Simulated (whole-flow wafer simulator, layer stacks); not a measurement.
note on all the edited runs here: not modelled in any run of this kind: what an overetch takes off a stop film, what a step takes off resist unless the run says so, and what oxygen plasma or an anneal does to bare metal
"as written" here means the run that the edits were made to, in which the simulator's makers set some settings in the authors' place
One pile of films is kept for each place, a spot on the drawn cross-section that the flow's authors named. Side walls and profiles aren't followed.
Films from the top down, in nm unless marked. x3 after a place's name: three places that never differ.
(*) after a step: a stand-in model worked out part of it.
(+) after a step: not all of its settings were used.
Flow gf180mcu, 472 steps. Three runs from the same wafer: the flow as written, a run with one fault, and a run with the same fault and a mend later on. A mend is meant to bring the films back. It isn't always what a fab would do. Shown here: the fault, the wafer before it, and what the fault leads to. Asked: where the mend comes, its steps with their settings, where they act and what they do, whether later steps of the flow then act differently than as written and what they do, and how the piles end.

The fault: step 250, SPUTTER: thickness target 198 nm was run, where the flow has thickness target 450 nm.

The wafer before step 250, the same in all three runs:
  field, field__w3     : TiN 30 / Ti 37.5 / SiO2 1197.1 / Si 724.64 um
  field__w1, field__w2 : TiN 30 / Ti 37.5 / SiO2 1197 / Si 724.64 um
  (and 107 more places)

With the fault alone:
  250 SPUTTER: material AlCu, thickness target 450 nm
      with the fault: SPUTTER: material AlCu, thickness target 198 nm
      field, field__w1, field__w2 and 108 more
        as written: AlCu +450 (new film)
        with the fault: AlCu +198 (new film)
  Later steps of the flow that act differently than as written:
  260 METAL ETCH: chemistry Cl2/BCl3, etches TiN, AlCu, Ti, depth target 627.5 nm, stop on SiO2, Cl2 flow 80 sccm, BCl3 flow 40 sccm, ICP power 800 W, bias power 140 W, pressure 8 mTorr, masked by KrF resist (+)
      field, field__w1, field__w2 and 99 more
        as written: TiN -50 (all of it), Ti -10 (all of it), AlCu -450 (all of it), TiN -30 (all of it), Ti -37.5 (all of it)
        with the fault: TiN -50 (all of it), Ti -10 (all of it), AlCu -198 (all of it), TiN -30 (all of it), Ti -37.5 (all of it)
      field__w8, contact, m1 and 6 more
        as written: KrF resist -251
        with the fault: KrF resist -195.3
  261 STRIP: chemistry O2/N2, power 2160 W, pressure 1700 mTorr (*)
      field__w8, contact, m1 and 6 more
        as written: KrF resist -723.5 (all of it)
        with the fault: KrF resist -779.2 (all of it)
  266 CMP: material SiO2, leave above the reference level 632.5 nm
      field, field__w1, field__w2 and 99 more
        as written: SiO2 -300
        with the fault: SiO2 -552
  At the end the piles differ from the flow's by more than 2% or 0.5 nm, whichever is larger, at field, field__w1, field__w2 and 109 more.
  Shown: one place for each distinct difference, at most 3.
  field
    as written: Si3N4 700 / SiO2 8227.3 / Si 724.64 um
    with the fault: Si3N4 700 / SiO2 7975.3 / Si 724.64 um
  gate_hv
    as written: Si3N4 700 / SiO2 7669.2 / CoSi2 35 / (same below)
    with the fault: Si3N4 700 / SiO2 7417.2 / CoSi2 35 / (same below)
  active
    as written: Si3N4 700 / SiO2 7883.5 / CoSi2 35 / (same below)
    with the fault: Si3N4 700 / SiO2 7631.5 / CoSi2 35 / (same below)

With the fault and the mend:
  The mend comes after step 250.
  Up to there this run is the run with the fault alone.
  250a SPUTTER: material AlCu, thickness target 252 nm (the flow's step 250 once more, with other settings)
      field, field__w1, field__w2 and 108 more
        AlCu +252
  No later step of the flow acts differently than as written at any place that is followed.
  At the end the piles are the same as the flow's at every place that both follow.
